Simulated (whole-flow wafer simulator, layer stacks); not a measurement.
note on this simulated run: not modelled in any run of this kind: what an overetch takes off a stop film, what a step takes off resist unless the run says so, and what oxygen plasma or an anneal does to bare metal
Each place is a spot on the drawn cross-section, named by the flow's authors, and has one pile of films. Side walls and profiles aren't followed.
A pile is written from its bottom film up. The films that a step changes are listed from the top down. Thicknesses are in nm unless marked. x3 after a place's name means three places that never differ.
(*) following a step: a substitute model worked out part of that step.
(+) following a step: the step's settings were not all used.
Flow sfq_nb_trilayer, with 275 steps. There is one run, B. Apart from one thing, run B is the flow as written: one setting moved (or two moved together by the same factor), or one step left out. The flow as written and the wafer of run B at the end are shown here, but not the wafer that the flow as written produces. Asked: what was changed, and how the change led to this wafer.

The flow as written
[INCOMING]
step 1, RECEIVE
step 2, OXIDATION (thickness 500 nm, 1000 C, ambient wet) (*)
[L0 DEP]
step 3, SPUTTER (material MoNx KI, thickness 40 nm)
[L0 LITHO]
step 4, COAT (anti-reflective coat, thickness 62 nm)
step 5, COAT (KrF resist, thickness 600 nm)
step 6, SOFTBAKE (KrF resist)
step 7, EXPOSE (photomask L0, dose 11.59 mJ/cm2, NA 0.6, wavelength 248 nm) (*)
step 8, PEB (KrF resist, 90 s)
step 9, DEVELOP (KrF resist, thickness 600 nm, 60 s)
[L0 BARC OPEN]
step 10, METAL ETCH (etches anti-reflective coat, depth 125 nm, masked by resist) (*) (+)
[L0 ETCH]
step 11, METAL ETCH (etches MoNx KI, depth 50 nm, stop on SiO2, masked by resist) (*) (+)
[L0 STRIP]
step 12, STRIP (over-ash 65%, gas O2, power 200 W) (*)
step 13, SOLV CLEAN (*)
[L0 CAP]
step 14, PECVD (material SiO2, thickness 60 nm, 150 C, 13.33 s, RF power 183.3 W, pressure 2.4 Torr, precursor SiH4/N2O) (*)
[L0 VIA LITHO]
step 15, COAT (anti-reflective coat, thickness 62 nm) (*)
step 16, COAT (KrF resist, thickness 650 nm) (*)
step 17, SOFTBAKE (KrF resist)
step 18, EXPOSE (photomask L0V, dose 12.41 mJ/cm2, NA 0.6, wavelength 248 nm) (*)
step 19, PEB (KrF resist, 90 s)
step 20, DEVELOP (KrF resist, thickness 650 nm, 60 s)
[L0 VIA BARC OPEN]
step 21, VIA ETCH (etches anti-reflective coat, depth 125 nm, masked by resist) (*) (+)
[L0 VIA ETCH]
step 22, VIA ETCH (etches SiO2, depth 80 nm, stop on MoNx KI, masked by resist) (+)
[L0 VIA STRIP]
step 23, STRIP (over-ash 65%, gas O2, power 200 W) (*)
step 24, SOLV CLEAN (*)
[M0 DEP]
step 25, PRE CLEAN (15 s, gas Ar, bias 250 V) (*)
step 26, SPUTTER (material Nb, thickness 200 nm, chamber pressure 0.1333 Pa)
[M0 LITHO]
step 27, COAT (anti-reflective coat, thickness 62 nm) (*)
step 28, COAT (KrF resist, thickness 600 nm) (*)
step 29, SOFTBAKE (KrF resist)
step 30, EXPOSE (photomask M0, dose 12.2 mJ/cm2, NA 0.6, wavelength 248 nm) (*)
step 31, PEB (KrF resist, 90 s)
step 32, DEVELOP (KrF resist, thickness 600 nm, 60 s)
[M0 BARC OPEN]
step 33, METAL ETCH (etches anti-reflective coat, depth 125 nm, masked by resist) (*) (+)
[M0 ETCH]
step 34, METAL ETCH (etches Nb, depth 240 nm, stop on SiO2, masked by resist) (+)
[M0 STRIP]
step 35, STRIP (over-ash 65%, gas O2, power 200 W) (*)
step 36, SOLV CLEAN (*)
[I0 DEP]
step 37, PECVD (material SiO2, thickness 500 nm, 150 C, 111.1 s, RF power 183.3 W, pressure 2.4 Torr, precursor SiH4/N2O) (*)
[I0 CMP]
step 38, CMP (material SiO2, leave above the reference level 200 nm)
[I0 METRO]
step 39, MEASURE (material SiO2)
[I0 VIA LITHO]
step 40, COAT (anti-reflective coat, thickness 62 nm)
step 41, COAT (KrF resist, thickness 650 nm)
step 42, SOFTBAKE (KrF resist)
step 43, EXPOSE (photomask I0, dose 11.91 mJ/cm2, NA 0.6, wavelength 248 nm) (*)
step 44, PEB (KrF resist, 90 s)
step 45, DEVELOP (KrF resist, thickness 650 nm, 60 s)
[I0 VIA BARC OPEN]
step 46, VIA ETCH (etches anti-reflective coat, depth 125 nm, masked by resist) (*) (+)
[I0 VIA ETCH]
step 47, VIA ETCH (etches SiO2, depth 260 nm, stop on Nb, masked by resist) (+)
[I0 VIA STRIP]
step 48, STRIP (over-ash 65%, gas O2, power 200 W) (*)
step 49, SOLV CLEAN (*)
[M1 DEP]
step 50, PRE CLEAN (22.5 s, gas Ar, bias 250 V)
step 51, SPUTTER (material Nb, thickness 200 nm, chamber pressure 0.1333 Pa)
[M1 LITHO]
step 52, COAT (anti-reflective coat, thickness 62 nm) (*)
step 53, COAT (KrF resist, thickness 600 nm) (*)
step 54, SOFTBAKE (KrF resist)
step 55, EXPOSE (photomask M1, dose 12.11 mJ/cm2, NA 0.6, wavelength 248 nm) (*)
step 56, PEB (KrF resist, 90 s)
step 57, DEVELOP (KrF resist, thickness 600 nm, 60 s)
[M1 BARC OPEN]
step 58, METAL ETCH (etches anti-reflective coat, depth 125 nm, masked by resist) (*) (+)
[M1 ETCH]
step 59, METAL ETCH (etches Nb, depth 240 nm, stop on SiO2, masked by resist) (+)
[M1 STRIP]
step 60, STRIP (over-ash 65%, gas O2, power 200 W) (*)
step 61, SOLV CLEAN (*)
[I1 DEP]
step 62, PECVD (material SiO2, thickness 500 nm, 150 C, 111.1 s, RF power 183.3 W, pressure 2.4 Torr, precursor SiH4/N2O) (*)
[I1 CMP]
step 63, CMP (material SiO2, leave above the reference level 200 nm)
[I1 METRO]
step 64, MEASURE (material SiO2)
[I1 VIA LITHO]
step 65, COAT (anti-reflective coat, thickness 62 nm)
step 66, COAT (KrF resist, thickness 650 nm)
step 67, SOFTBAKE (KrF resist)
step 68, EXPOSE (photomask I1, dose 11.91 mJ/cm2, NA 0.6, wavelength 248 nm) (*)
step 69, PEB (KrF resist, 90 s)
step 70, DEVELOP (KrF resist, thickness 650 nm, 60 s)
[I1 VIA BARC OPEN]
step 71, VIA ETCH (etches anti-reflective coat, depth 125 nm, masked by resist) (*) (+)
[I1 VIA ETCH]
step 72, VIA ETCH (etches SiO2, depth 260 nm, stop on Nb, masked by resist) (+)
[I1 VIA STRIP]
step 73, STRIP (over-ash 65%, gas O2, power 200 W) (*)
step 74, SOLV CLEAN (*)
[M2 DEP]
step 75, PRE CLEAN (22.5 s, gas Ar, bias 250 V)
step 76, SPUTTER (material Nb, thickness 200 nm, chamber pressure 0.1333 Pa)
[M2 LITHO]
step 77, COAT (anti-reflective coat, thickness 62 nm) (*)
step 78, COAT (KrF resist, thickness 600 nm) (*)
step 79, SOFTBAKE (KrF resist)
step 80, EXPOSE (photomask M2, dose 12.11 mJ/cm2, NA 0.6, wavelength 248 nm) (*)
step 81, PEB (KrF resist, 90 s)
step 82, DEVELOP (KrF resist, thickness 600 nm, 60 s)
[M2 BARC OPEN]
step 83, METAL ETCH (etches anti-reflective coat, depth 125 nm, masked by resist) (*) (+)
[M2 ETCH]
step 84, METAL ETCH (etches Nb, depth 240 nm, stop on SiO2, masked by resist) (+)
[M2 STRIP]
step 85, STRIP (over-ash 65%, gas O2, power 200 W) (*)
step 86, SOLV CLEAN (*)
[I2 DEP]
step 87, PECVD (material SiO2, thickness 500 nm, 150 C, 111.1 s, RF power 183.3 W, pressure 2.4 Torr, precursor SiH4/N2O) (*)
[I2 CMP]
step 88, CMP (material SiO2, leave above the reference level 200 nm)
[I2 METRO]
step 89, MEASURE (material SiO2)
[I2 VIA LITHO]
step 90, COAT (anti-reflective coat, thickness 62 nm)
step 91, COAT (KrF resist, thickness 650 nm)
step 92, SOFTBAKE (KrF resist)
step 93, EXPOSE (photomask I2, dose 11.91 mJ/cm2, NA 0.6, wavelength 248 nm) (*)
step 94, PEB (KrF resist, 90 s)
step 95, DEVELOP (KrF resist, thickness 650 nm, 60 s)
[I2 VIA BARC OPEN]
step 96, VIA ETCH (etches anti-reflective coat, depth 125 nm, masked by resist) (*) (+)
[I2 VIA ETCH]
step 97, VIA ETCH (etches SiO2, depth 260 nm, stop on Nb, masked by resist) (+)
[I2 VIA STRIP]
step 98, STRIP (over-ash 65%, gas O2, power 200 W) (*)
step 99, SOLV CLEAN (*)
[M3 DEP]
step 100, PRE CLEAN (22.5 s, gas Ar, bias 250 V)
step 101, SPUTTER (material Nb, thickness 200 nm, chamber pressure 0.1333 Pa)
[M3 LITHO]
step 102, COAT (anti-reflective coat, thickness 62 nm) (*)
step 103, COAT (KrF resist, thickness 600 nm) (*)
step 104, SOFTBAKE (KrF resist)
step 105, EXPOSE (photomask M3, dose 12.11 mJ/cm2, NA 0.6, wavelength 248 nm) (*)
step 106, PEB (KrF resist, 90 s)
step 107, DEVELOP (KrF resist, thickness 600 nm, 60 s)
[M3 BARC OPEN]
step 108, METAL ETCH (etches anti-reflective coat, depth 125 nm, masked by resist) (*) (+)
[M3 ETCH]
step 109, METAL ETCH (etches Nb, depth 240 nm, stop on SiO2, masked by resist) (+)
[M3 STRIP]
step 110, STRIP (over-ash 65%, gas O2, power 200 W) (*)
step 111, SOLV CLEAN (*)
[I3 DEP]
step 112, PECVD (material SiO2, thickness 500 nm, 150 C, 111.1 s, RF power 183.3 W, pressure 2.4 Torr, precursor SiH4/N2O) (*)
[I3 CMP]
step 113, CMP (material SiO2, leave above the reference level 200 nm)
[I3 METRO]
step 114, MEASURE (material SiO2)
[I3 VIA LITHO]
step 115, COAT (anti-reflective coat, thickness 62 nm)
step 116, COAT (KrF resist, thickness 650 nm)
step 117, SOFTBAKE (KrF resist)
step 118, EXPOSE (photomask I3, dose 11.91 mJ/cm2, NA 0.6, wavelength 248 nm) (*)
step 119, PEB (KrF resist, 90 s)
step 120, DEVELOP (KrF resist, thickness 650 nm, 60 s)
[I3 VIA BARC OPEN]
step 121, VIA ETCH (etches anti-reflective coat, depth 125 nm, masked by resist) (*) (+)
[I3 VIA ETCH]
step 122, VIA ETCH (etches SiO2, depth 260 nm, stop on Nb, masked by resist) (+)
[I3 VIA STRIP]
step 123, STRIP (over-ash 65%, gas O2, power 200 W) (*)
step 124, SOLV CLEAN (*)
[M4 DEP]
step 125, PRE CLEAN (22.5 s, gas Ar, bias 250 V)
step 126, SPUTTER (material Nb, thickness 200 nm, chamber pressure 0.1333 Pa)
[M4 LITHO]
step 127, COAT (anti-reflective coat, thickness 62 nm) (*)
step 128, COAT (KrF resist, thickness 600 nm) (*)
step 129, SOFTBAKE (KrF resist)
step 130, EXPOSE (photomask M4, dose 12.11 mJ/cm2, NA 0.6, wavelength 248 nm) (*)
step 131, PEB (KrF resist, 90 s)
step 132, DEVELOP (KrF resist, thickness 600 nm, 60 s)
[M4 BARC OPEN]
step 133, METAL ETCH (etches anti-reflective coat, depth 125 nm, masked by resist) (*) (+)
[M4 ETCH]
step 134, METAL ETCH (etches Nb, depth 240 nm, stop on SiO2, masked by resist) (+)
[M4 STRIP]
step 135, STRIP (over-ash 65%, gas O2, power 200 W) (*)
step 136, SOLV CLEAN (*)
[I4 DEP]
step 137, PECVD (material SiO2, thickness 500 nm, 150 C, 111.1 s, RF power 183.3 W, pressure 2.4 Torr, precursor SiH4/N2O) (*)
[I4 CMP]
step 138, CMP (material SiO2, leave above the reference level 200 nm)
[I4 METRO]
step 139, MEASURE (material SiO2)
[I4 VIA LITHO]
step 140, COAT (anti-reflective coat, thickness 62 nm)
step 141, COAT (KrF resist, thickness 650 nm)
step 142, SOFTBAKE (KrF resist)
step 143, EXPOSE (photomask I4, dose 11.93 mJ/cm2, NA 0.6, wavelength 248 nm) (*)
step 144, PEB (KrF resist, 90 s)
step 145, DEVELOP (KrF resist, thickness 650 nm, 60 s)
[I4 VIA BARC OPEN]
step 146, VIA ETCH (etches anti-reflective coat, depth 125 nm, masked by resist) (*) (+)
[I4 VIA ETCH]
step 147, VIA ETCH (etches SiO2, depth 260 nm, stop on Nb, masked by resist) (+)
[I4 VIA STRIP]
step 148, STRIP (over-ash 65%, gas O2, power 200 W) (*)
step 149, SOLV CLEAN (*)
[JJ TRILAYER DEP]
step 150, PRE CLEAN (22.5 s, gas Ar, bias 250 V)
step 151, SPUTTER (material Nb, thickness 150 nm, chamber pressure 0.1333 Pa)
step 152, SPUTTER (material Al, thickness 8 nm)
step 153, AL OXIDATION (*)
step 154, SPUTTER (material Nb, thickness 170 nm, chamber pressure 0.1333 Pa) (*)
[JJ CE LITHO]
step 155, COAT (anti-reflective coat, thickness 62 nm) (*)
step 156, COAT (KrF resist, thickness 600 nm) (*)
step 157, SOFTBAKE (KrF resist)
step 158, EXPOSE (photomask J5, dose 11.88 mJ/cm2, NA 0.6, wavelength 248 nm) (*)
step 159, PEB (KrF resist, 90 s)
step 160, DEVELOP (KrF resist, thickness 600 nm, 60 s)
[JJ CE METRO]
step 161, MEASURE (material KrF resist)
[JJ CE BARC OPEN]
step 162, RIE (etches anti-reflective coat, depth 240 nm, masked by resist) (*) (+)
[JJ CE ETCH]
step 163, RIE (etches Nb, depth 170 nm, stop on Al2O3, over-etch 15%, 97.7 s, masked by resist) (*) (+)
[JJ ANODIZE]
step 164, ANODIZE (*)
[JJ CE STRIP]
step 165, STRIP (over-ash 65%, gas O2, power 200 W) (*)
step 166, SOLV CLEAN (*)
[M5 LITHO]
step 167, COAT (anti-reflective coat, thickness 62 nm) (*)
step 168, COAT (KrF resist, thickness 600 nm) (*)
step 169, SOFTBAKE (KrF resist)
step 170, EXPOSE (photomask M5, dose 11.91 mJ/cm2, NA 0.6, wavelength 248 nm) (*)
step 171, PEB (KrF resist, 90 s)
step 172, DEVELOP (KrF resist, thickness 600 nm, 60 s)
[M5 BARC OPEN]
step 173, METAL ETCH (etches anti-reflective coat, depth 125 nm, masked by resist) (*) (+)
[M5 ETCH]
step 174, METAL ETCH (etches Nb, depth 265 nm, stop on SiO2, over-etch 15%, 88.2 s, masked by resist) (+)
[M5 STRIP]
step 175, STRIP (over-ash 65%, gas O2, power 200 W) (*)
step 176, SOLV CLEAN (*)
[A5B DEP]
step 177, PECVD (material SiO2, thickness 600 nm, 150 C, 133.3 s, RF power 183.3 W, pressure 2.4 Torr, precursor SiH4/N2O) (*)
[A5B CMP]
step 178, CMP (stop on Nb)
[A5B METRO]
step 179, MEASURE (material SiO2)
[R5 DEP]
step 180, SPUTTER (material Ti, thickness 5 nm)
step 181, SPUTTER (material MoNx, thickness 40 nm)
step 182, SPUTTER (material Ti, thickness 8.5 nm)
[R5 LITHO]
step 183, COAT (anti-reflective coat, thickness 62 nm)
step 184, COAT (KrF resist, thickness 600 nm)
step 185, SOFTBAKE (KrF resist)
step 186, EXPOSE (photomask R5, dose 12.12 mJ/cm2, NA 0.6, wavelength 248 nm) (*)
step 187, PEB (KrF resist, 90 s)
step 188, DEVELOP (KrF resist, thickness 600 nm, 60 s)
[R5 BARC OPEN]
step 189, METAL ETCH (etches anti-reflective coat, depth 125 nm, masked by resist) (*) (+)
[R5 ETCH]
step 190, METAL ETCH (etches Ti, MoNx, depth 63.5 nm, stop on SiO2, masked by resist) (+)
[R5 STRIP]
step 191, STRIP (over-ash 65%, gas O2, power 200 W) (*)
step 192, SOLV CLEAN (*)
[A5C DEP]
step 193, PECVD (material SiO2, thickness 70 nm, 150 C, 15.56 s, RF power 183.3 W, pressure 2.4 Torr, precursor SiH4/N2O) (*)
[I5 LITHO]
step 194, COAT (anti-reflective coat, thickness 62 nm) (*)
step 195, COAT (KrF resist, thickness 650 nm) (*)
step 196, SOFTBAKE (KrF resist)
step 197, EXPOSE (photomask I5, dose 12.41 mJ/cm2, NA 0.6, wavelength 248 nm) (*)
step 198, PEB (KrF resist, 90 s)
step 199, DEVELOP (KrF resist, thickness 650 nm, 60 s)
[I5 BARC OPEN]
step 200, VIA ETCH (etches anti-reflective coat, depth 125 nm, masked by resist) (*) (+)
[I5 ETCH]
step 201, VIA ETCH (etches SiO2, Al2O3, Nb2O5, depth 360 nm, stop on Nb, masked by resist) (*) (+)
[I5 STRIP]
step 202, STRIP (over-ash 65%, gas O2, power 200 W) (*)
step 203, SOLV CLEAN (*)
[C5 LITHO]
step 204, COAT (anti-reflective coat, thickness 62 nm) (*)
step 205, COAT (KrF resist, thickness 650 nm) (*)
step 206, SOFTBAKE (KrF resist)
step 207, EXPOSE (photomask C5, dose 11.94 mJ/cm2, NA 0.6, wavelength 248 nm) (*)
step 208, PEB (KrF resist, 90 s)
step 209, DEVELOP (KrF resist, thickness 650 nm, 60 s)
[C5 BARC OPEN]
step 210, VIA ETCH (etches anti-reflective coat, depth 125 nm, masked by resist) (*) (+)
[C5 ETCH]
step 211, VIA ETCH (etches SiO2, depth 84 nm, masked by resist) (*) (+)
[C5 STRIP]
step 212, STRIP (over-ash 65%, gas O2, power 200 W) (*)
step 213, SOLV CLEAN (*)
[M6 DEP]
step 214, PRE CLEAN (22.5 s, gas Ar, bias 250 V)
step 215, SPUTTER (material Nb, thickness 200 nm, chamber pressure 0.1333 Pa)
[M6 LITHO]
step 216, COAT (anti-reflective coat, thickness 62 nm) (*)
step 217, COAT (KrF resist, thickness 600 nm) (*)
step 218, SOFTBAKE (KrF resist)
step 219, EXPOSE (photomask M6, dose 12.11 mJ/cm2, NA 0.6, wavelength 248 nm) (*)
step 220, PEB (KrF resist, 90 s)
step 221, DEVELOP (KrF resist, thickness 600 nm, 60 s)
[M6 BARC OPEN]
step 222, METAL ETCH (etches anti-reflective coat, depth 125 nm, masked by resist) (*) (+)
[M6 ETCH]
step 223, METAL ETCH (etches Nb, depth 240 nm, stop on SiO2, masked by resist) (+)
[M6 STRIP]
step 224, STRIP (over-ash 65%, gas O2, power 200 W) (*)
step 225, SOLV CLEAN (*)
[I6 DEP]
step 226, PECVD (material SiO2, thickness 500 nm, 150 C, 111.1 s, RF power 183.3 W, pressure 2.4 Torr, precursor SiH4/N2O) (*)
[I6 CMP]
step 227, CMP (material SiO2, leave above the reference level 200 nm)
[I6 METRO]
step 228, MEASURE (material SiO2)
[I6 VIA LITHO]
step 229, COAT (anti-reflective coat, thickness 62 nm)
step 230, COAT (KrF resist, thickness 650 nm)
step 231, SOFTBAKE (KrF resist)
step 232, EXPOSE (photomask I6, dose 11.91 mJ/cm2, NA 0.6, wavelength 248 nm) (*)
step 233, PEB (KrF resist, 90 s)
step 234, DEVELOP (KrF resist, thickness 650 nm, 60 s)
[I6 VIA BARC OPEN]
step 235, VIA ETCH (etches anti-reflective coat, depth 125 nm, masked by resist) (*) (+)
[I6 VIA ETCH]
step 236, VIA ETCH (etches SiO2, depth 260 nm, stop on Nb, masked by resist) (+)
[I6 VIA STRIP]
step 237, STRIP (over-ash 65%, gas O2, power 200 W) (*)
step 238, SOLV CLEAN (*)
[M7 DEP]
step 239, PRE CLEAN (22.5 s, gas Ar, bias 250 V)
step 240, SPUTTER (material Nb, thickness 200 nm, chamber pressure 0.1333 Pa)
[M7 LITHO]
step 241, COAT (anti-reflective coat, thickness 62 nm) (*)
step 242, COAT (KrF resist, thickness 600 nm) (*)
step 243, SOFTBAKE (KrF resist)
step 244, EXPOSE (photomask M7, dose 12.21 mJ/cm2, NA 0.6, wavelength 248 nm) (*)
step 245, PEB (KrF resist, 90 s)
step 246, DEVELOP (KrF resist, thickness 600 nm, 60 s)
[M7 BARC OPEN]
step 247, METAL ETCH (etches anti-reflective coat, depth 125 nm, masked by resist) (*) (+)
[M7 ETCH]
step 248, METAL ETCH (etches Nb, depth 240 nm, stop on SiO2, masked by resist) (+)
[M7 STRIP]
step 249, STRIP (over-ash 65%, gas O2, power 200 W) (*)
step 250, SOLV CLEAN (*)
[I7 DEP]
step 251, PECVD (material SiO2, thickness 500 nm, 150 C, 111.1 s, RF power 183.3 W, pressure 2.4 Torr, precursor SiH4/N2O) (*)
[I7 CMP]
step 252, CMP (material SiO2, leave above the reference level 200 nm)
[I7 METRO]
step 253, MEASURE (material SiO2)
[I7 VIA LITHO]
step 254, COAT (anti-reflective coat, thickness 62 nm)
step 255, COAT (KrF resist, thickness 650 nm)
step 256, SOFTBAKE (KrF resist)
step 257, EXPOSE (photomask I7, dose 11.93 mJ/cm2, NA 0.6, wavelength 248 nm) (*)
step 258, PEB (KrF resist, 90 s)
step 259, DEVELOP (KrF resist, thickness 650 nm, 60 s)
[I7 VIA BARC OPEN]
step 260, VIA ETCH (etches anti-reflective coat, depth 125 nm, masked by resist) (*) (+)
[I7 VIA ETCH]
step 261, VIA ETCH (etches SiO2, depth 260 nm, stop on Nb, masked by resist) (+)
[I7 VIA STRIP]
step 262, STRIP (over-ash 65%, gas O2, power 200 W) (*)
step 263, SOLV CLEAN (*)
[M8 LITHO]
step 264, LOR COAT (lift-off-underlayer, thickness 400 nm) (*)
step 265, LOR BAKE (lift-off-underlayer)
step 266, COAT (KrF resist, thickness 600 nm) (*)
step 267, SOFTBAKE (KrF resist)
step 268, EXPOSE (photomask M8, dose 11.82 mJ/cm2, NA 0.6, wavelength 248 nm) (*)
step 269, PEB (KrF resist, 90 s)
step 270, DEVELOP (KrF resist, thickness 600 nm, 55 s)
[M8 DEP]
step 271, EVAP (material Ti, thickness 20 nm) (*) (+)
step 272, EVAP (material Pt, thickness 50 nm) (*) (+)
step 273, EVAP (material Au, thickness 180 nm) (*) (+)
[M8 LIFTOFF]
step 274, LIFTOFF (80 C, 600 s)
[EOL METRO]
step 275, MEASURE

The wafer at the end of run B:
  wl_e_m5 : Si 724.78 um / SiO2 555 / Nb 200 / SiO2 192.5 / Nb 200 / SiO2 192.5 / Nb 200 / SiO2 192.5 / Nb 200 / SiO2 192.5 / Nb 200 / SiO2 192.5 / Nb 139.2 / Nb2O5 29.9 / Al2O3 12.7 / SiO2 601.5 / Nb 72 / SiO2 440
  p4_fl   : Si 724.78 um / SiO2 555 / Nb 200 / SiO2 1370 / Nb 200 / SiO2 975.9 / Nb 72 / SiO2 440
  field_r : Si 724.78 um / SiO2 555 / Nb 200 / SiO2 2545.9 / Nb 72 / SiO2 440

Cause: step 240, SPUTTER: thickness 312 nm was run, though the flow has thickness 200 nm.

The path from the change to this, step by step:
  step 240, SPUTTER (material Nb, thickness 200 nm, chamber pressure 0.1333 Pa)
      field_l, v_sur, via_wl and 102 more: Nb gains 312 (new film) (it would be, as written: Nb gains 200 (new film))
      via_v: Nb gains 252.1 (it would be, as written: Nb gains 161.1)
  step 241, COAT (anti-reflective coat, thickness 62 nm) (*)
      via_v: anti-reflective coat gains 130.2 (new film) (it would be, as written: anti-reflective coat gains 126 (new film))
  step 248, METAL ETCH (etches Nb, depth 240 nm, stop on SiO2, masked by resist) (+)
      field_l, field_r, lsp_l and 62 more: Nb loses 240 (it would be, as written: Nb loses 200 (all of it))
  step 249, STRIP (over-ash 65%, gas O2, power 200 W) (*)
      via_v: KrF resist loses 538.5 (all of it), anti-reflective coat loses 130.2 (all of it) (it would be, as written: KrF resist loses 524.5 (all of it), anti-reflective coat loses 126 (all of it))
  step 251, PECVD (material SiO2, thickness 500 nm, 150 C, 111.1 s, RF power 183.3 W, pressure 2.4 Torr, precursor SiH4/N2O) (*)
      field_l, p4_fl, p4_fm and 56 more: SiO2 gains 500 (new film) (it would be, as written: SiO2 gains 500)
      field_r, lsp_l: SiO2 gains 473.2 (new film) (it would be, as written: SiO2 gains 477.7)
      (also at 4 further places)
  step 252, CMP (material SiO2, leave above the reference level 200 nm)
      field_l, p4_fl, p4_fm and 56 more: SiO2 loses 60 (it would be, as written: SiO2 loses 100)
      field_r, lsp_l: SiO2 loses 33.2 (it would be, as written: SiO2 loses 77.7)
      (also at 3 further places)
If metal films that touch count as one body, wl_e_m5 has 7 bodies (between them, from the top down: SiO2 601.5 / Al2O3 12.7 / Nb2O5 29.9; SiO2 192.5; SiO2 192.5; SiO2 192.5; SiO2 192.5; SiO2 192.5); the flow as written gives 6 bodies (between them, from the top down: SiO2 192.5; SiO2 192.5; SiO2 192.5; SiO2 192.5; SiO2 192.5).
If metal films that touch count as one body, p4_fl has 3 bodies (between them, from the top down: SiO2 975.9; SiO2 1370); the flow as written gives 2 bodies (between them, from the top down: SiO2 1370).
If metal films that touch count as one body, field_r has 2 bodies (between them, from the top down: SiO2 2545.9); the flow as written gives 1 body.
